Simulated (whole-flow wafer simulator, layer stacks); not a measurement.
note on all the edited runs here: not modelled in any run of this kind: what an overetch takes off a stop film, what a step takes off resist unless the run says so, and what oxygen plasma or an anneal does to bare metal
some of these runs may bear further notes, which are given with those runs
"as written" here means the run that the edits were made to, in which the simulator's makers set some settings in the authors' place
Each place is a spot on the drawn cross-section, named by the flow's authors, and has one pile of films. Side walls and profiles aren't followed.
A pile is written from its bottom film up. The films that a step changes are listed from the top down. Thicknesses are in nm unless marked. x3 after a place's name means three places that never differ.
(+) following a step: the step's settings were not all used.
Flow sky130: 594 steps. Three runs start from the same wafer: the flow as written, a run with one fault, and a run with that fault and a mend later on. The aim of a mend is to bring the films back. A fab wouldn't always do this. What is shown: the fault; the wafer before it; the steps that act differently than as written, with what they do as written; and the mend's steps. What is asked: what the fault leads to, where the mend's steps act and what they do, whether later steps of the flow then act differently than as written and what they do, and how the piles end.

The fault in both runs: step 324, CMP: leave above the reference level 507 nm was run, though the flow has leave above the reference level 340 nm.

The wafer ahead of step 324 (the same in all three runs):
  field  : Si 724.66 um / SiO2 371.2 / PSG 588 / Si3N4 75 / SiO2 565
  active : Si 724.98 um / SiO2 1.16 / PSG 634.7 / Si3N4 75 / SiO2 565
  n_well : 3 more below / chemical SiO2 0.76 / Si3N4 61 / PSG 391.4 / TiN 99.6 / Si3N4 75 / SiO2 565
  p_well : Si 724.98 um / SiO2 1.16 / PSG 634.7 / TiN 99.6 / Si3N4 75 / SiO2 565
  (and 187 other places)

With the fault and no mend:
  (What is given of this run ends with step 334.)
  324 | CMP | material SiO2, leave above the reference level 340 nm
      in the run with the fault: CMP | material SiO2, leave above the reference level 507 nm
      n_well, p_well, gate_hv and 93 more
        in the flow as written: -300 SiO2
        in the run with the fault: -133 SiO2
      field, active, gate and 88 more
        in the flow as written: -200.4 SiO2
        in the run with the fault: -33.4 SiO2
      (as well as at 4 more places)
  Steps further on in the flow that do not act as written:
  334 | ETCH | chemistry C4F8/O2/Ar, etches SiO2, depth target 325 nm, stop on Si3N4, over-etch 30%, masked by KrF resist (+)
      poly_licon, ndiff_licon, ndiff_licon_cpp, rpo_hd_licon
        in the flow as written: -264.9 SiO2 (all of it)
        in the run with the fault: -325 SiO2
  Once step 334 is done, the piles at field, active, n_well and 188 more depart from the flow's by more than 2% or 0.5 nm, whichever is larger.
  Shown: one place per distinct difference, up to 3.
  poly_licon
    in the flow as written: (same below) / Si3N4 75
    in the run with the fault: (same below) / Si3N4 75 / SiO2 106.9
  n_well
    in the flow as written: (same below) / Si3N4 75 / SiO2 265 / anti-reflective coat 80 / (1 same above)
    in the run with the fault: (same below) / Si3N4 75 / SiO2 432 / anti-reflective coat 80 / (1 same above)
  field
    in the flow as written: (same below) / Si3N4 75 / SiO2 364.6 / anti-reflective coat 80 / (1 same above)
    in the run with the fault: (same below) / Si3N4 75 / SiO2 531.6 / anti-reflective coat 80 / (1 same above)

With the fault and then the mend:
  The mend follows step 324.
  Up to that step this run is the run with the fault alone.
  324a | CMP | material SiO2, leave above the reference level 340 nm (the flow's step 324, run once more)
      field, active, n_well and 188 more
        -167 SiO2
  Every later step of the flow that is run acts as written at every place that is followed.
  At every place that both follow, the piles at the end match the flow's.
